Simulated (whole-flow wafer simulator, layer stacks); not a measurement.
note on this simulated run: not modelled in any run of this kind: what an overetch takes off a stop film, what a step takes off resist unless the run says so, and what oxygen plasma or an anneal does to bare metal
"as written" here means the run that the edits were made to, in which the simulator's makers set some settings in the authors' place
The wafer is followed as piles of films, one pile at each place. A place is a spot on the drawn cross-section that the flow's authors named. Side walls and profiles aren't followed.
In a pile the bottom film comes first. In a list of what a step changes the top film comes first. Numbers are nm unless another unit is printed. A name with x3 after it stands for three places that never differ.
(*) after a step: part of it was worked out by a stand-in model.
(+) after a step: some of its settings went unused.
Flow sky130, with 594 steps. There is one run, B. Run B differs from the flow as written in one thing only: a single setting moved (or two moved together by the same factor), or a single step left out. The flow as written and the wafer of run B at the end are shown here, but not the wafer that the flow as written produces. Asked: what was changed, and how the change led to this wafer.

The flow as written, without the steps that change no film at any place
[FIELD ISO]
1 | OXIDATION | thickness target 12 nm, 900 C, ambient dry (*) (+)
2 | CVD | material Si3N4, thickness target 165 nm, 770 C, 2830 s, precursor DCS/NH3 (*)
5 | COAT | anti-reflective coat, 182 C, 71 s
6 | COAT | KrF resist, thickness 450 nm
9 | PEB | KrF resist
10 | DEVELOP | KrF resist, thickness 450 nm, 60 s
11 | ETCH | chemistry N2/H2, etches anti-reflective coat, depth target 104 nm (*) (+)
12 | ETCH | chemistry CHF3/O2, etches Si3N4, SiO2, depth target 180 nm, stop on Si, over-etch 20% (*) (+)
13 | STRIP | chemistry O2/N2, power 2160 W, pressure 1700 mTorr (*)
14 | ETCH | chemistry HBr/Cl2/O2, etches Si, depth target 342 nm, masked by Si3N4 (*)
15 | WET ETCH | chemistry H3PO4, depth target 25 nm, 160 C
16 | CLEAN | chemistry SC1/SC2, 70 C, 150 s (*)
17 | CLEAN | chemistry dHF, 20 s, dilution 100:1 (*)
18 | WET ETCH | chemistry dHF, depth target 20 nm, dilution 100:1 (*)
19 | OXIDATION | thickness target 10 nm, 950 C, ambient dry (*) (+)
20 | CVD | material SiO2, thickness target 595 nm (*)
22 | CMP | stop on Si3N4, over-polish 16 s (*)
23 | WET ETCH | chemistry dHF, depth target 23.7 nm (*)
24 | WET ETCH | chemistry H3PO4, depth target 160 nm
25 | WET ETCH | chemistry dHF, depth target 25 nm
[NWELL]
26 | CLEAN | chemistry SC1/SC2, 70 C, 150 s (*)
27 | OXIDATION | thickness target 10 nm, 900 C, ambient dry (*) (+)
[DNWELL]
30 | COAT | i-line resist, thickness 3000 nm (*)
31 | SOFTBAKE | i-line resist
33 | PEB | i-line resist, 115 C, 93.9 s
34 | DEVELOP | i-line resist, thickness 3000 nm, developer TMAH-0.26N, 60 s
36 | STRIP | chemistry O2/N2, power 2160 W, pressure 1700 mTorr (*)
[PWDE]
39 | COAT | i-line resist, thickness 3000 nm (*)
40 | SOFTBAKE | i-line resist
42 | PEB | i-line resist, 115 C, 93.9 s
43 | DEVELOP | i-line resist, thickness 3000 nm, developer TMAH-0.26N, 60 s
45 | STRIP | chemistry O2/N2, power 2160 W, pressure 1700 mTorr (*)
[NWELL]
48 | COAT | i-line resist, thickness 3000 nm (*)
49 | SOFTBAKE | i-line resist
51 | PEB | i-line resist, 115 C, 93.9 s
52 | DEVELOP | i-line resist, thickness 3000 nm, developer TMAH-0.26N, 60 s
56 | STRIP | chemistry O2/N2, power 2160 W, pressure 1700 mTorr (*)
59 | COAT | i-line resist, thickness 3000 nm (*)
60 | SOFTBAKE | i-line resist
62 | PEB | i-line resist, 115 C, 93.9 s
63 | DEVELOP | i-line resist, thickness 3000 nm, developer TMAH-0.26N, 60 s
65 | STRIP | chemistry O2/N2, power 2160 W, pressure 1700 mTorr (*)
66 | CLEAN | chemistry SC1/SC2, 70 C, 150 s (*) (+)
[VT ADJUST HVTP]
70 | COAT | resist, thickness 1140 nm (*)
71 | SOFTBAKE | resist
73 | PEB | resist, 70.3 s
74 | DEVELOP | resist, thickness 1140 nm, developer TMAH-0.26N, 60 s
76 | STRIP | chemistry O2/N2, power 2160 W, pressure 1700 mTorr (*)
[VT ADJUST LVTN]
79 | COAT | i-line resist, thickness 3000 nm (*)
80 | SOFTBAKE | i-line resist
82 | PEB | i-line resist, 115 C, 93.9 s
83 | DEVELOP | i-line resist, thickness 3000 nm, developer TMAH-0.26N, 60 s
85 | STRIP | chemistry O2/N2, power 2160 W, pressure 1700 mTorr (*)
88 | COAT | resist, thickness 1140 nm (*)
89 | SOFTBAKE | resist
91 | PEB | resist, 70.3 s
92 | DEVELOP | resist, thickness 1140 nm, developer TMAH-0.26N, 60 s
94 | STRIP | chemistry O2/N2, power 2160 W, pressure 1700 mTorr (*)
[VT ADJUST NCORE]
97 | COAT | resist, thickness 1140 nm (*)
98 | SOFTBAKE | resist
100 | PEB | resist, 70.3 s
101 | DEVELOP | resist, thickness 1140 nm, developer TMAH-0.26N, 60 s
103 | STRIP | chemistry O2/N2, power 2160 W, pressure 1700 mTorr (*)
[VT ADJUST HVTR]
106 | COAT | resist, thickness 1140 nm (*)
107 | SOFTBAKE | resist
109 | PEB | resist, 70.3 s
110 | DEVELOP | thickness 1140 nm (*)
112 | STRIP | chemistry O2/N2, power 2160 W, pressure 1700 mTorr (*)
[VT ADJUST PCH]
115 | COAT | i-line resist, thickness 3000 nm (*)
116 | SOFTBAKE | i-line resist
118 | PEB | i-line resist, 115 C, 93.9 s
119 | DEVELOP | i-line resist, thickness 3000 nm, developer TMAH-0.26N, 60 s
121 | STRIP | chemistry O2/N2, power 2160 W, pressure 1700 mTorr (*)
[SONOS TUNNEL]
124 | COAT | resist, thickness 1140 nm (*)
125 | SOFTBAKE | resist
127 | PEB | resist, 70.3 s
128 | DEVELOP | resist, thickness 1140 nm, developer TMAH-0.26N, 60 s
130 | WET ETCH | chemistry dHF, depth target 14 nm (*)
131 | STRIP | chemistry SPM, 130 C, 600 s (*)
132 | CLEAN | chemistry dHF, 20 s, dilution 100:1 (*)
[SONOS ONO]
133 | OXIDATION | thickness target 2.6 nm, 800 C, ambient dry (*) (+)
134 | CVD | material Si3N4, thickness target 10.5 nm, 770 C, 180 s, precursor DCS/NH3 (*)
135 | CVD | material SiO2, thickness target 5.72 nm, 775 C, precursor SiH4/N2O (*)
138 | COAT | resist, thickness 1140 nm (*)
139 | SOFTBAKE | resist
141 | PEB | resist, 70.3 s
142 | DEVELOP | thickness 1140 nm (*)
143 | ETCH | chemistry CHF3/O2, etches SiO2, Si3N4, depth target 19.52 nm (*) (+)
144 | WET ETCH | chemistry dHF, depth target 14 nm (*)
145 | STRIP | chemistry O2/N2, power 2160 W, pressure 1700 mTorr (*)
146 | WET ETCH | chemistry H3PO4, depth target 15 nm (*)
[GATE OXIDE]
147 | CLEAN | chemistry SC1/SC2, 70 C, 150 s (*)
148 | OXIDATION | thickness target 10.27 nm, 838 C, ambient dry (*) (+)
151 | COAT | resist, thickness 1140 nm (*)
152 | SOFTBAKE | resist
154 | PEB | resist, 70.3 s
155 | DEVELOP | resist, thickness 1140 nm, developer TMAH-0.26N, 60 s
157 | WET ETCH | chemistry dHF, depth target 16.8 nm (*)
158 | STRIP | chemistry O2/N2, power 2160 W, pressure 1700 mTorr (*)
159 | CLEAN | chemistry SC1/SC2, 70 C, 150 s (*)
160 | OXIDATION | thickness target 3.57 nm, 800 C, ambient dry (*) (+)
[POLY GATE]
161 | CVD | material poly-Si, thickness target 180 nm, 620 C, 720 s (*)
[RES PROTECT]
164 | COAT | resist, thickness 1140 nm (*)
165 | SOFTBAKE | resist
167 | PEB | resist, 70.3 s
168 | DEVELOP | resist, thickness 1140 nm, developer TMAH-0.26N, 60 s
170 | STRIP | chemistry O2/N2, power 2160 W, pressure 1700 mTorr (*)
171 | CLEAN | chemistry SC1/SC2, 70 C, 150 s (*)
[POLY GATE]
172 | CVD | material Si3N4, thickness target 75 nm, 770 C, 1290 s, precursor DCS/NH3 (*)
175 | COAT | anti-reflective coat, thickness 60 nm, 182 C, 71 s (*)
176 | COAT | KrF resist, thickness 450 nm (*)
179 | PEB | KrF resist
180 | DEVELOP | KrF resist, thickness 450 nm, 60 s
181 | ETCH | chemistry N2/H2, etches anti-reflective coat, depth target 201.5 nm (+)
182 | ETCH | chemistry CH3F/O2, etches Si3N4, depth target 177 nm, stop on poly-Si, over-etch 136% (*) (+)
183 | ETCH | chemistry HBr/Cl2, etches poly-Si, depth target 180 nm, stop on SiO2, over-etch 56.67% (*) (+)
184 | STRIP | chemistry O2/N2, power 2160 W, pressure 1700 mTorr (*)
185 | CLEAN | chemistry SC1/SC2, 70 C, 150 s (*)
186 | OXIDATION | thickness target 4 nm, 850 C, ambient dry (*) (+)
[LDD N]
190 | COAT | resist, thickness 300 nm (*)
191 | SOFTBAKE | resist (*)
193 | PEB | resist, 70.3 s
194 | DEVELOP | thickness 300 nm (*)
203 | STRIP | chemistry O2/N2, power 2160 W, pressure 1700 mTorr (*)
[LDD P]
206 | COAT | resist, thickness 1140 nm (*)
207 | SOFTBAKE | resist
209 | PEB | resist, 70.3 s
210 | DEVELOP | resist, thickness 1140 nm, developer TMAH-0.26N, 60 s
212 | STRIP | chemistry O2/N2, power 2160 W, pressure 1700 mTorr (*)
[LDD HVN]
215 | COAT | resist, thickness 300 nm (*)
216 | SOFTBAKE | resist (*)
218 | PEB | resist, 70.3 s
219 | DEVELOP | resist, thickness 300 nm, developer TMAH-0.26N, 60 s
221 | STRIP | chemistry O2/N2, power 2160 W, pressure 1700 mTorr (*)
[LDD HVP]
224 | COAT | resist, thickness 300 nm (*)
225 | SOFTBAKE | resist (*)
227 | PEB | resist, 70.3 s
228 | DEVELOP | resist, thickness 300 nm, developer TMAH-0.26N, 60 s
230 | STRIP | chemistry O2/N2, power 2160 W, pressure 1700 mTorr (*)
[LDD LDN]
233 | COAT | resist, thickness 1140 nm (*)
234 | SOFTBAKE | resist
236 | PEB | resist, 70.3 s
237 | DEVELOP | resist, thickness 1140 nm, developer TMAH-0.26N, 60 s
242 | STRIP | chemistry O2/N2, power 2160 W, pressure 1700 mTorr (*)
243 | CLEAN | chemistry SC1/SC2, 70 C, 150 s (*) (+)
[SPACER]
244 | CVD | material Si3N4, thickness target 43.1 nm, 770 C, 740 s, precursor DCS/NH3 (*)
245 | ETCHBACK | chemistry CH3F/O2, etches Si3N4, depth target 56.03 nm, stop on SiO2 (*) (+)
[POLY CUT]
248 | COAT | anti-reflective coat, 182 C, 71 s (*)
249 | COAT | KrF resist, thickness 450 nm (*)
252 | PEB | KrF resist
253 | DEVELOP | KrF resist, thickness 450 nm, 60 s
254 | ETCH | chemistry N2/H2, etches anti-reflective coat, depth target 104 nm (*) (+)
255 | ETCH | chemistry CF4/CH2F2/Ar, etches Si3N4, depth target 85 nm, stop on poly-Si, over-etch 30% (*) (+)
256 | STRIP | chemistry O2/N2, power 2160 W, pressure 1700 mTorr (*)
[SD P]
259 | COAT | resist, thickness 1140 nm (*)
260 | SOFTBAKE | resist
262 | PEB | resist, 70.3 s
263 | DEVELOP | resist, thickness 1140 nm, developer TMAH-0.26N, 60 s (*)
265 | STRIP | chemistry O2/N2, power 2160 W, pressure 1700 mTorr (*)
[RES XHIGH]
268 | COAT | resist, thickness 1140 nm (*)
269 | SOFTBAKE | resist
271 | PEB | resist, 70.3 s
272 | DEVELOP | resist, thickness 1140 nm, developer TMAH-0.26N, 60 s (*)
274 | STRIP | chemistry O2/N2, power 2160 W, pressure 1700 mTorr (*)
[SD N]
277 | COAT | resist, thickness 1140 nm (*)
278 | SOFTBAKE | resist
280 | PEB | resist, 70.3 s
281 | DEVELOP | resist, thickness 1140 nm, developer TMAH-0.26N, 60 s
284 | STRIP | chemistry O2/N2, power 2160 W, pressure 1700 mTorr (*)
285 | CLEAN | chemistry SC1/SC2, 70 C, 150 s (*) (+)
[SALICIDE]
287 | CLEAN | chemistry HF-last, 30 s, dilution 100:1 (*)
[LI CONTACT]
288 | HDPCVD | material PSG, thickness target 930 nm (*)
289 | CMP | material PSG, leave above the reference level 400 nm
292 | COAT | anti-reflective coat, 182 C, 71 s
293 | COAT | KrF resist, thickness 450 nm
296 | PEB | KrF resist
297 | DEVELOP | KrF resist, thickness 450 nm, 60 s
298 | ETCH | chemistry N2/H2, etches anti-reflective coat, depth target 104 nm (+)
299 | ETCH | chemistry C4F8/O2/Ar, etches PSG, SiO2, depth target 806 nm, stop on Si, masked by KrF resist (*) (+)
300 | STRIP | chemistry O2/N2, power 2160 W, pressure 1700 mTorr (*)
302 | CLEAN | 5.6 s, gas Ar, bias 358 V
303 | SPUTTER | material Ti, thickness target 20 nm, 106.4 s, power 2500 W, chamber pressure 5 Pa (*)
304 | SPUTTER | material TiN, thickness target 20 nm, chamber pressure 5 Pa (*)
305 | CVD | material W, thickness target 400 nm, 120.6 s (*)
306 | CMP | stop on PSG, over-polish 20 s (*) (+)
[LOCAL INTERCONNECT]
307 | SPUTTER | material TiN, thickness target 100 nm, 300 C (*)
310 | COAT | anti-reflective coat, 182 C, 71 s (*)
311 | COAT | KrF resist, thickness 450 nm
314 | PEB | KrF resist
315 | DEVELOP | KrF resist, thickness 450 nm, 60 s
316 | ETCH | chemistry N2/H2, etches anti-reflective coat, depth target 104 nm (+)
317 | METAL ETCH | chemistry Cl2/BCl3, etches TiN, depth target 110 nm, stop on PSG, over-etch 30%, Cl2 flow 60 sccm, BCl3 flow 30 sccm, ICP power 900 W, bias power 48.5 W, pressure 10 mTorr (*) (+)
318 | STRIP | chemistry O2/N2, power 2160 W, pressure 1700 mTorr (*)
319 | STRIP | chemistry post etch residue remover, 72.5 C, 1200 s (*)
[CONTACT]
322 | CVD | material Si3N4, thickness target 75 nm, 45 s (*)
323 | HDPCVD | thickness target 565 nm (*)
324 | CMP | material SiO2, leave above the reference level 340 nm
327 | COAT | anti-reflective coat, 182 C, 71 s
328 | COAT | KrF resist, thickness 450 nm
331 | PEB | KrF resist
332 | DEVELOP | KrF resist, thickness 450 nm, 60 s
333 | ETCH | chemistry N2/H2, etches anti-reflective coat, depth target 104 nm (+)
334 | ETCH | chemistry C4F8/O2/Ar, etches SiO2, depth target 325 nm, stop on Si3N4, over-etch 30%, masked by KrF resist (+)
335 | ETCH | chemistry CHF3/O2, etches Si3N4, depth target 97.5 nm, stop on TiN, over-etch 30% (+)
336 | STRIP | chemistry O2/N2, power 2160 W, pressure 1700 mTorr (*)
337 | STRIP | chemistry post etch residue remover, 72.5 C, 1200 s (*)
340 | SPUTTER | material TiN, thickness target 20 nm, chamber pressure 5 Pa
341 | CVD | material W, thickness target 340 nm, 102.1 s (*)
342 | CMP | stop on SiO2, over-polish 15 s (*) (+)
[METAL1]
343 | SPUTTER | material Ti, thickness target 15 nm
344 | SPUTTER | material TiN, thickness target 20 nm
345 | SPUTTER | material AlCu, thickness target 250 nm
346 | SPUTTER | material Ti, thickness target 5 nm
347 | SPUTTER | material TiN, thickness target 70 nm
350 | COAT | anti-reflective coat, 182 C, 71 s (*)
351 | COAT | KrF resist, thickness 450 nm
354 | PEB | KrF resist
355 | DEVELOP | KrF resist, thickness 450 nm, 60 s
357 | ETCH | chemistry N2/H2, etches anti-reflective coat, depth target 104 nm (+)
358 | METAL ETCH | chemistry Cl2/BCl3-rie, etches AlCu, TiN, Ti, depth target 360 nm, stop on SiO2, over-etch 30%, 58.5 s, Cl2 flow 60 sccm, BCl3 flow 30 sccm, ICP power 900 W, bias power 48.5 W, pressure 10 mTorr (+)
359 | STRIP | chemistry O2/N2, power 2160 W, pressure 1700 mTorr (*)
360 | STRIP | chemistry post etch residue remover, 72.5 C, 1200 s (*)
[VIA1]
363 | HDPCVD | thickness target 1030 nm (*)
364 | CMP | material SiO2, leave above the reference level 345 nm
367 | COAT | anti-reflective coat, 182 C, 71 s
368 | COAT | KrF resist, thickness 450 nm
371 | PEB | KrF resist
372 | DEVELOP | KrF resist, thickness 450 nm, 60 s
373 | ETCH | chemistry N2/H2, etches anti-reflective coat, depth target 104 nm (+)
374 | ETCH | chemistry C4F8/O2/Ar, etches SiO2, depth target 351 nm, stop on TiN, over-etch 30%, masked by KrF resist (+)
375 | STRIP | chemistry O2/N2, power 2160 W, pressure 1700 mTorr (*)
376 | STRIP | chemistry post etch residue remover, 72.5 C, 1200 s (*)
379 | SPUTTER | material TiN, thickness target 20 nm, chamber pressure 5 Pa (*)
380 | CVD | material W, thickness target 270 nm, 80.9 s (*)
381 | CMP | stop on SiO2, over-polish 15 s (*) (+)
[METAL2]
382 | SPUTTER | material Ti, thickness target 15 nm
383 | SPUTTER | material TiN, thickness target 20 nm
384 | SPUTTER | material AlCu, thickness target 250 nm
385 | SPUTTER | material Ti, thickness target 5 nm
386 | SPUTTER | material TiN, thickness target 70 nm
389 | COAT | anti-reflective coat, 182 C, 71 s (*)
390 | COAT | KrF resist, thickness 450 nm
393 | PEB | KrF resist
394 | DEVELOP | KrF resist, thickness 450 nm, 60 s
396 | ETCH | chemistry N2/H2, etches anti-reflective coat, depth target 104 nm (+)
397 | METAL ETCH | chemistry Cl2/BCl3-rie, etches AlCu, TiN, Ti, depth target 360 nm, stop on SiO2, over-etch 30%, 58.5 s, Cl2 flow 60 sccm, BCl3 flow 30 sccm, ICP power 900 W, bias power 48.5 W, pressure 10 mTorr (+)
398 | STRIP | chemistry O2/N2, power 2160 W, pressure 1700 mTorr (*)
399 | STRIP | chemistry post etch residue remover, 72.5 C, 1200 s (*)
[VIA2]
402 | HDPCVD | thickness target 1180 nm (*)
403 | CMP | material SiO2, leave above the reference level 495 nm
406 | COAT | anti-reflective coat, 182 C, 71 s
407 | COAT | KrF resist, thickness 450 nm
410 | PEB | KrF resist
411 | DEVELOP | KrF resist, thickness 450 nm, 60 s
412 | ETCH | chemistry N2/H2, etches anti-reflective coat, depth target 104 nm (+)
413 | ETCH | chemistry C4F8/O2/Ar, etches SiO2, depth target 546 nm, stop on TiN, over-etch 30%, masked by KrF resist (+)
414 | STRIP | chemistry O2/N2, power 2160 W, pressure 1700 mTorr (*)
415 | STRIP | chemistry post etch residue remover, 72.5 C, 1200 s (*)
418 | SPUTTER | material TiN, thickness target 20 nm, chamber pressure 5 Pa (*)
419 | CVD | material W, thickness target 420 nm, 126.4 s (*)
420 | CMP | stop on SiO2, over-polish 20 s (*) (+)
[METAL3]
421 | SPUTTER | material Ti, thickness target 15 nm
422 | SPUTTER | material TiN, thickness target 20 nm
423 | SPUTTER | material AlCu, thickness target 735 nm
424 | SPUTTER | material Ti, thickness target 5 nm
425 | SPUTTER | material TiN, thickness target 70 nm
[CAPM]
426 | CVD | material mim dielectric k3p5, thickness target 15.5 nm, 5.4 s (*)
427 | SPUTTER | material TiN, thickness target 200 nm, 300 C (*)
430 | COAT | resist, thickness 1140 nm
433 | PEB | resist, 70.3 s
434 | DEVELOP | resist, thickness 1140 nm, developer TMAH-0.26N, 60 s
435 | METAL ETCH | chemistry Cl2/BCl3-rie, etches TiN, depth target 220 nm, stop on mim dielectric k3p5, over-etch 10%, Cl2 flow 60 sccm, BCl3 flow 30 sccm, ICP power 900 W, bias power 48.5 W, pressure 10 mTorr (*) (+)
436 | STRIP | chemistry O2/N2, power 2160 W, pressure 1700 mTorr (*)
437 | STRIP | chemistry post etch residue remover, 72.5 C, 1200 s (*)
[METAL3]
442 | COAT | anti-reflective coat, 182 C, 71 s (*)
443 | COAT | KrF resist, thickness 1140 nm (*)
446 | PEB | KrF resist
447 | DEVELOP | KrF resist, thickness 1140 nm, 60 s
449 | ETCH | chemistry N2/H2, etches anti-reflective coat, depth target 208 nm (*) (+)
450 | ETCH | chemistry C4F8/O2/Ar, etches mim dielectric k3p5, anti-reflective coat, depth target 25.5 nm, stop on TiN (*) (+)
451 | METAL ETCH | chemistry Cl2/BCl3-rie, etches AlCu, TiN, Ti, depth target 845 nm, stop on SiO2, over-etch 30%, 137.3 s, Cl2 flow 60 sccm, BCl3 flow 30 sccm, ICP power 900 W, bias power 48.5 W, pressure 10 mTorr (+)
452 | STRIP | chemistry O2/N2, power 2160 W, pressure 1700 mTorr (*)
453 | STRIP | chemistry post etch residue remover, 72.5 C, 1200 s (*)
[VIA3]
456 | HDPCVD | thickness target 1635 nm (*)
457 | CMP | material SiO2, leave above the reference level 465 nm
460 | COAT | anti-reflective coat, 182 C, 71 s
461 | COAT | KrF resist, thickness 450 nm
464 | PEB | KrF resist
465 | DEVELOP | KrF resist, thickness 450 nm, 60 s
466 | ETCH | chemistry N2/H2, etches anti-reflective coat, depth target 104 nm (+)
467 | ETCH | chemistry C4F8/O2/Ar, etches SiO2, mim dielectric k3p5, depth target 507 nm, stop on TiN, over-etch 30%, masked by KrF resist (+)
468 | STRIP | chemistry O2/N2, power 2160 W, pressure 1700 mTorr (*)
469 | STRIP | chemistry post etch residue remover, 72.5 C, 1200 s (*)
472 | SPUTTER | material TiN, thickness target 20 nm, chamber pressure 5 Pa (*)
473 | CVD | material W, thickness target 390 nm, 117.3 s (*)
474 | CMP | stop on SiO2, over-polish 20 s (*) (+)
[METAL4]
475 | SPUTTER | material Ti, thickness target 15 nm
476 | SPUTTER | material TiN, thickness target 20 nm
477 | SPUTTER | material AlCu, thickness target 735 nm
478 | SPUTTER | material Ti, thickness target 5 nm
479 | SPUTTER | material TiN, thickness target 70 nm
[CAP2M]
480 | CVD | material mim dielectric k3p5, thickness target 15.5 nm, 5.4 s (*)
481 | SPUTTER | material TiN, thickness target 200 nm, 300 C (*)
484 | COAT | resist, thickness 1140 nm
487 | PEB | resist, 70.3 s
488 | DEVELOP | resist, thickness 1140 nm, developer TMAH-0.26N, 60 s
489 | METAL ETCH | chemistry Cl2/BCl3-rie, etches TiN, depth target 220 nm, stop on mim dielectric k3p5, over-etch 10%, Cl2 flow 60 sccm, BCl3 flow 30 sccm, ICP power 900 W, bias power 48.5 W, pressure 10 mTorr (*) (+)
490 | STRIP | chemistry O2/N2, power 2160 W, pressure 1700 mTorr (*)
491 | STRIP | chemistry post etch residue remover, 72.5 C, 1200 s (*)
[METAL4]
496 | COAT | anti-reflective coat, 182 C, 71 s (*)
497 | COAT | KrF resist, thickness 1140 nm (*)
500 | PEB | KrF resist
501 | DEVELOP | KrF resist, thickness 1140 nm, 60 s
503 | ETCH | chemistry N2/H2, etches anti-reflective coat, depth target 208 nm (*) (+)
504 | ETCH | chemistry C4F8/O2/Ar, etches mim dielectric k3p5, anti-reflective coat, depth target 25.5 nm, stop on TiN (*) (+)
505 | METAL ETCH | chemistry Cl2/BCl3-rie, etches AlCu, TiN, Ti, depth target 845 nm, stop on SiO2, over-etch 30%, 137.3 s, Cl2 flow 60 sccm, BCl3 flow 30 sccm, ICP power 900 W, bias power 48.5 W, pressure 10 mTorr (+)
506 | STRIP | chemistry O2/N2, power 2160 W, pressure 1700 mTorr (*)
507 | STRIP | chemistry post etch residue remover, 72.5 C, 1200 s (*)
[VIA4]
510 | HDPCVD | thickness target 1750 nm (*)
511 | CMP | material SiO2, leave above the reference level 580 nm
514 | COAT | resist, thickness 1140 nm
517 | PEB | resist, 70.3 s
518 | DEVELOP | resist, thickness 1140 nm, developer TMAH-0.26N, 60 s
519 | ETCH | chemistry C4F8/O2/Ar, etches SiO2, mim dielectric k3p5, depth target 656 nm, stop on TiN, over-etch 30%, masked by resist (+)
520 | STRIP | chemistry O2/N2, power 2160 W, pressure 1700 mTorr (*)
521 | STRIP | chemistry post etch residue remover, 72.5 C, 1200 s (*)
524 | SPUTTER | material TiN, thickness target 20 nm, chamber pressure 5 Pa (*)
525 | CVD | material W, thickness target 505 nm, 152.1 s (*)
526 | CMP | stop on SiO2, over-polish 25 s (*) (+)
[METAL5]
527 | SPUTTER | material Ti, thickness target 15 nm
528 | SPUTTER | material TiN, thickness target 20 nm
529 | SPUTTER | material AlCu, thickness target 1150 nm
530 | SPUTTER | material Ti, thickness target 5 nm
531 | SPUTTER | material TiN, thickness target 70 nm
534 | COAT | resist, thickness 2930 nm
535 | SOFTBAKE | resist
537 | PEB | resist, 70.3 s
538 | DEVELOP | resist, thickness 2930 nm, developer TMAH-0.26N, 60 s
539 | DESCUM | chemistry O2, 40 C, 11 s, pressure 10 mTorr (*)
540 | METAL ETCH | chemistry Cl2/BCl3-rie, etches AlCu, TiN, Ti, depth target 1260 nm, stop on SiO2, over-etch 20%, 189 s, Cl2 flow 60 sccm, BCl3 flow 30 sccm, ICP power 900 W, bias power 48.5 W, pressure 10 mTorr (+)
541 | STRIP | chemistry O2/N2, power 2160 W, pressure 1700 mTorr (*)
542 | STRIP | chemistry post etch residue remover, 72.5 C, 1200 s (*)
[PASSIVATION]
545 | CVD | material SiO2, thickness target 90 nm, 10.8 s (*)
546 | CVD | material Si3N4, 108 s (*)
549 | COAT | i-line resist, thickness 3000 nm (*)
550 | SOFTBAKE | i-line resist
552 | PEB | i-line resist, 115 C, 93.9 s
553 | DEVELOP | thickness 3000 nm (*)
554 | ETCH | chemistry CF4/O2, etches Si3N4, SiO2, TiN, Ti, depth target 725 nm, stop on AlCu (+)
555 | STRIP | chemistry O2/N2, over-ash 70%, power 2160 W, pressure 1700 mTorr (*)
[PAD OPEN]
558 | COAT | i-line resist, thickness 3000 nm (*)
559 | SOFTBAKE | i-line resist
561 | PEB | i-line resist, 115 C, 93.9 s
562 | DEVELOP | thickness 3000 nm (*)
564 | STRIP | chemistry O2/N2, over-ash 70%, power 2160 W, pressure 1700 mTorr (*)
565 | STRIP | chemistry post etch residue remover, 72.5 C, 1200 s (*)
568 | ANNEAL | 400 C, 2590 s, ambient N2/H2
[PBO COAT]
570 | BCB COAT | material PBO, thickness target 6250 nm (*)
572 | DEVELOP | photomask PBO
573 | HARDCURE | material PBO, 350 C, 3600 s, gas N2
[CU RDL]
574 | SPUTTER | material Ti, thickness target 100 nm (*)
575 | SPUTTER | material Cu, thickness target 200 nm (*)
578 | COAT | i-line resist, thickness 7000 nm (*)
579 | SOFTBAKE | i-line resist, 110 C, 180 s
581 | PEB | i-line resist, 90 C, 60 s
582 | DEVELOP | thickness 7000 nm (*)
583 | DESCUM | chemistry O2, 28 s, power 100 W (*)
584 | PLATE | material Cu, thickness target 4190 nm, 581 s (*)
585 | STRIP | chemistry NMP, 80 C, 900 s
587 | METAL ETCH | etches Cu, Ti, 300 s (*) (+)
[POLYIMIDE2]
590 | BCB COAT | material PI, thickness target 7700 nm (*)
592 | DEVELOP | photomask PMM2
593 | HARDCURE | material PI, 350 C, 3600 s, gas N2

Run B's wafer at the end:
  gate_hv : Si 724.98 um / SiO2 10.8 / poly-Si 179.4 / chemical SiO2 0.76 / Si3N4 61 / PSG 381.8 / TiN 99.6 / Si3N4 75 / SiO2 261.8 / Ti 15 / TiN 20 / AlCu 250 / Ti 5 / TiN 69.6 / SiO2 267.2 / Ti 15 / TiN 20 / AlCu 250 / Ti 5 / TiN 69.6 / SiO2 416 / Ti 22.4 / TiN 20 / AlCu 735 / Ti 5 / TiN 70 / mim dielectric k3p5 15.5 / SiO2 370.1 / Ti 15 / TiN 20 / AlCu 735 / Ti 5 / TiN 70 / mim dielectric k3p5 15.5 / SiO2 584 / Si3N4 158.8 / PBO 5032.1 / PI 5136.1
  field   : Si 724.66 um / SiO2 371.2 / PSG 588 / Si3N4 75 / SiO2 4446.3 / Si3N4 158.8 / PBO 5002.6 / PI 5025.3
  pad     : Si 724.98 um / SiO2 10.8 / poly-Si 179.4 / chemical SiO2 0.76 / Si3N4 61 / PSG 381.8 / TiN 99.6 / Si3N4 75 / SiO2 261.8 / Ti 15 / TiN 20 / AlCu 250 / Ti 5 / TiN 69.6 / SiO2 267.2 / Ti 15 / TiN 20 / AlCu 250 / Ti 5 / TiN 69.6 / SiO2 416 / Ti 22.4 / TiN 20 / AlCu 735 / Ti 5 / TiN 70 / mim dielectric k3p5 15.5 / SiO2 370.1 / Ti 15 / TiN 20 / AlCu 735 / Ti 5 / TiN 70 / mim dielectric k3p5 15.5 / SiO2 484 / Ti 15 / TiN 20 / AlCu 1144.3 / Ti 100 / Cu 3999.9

What caused this: step 421, SPUTTER: thickness target 22.4 nm was run, while the flow as written has thickness target 15 nm.
The wafer lets one read it off: gate_hv has Ti 22.4, and step 421 as written asks for 15 nm.

The path from the change to this, step by step:
  421 | SPUTTER | material Ti, thickness target 15 nm
      field, active, n_well and 188 more: +22.4 Ti (new film) (it would be, as written: +15 Ti (new film))
  451 | METAL ETCH | chemistry Cl2/BCl3-rie, etches AlCu, TiN, Ti, depth target 845 nm, stop on SiO2, over-etch 30%, 137.3 s, Cl2 flow 60 sccm, BCl3 flow 30 sccm, ICP power 900 W, bias power 48.5 W, pressure 10 mTorr (+)
      field, gate, spacer and 68 more: -70 TiN (all of it), -5 Ti (all of it), -735 AlCu (all of it), -20 TiN (all of it), -22.4 Ti (all of it), -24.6 SiO2 (it would be, as written: -70 TiN (all of it), -5 Ti (all of it), -735 AlCu (all of it), -20 TiN (all of it), -15 Ti (all of it), -25.4 SiO2)
      active, vpp_ln, vpp_iso2 and 11 more: -70 TiN (all of it), -5 Ti (all of it), -735 AlCu (all of it), -20 TiN (all of it), -22.4 Ti (all of it), -24.6 SiO2 (it would be, as written: -70 TiN (all of it), -5 Ti (all of it), -735 AlCu (all of it), -20 TiN (all of it), -15 Ti (all of it), -25.3 SiO2)
  550 | SOFTBAKE | i-line resist
      via1_hole: -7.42 i-line resist (it would be, as written: -8.29 i-line resist)
      via1_enc: -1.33 i-line resist (it would be, as written: -2.14 i-line resist)
  559 | SOFTBAKE | i-line resist
      via1_hole: -7.42 i-line resist (it would be, as written: -8.29 i-line resist)
      via1_enc: -1.33 i-line resist (it would be, as written: -2.14 i-line resist)
